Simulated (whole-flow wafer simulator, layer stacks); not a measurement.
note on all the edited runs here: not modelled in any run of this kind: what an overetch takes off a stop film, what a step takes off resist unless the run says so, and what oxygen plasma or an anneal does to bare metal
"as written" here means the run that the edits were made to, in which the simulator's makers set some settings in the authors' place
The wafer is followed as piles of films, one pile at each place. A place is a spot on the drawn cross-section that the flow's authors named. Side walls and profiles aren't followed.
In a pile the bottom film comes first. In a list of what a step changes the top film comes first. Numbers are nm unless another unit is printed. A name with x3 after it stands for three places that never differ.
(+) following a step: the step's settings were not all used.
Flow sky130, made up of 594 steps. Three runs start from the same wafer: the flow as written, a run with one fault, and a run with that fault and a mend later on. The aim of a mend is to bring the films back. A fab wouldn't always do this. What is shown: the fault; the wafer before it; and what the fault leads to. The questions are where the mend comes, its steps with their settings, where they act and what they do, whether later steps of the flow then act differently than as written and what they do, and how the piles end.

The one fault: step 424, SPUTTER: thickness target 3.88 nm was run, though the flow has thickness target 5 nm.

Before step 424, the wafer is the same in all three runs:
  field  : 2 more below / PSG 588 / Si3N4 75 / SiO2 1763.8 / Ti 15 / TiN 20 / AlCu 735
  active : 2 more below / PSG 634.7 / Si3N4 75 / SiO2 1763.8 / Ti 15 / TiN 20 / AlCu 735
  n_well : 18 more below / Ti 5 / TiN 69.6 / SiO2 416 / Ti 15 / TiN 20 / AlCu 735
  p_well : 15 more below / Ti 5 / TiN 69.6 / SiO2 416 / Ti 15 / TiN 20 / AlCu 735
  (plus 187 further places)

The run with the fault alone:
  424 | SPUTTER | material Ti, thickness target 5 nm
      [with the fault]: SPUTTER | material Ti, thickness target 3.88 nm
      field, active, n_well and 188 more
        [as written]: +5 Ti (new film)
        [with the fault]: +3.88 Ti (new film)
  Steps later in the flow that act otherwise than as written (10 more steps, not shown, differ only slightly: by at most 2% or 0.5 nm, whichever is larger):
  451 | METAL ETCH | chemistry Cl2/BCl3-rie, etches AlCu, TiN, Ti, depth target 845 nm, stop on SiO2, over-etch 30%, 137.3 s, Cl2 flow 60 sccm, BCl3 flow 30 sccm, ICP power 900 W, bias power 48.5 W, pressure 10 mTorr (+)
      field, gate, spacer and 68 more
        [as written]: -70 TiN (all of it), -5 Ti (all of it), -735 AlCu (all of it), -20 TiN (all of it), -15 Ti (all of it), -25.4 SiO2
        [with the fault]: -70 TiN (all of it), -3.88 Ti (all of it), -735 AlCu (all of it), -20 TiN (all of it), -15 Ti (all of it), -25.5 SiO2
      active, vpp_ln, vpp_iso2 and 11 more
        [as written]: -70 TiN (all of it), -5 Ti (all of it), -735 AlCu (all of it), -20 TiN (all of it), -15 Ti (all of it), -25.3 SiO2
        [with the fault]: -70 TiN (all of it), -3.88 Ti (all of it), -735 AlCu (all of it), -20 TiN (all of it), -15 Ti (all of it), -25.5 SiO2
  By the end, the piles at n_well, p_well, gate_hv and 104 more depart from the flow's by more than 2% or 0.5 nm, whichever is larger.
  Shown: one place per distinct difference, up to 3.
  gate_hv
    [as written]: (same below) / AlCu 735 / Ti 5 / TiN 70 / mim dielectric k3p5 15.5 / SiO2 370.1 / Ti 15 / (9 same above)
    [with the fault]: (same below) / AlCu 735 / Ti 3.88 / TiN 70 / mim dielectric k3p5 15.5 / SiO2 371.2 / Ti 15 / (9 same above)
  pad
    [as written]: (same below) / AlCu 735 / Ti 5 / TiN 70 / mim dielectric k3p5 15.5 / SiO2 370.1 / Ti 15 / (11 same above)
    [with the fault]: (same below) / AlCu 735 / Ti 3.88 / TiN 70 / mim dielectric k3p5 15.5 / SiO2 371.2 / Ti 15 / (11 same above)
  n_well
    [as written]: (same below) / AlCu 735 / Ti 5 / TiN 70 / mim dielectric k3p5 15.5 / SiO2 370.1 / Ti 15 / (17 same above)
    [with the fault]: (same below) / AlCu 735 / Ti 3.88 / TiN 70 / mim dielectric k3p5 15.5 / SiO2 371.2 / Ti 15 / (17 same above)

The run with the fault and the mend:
  After step 424 comes the mend.
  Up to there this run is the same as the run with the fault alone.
  424a | SPUTTER | material Ti, thickness target 1.12 nm (the flow's step 424 again, with other settings)
      field, active, n_well and 188 more
        +1.12 Ti
  None of the later steps of the flow acts differently than as written at any place that is followed.
  By the end, the piles equal the flow's at every place that both follow.
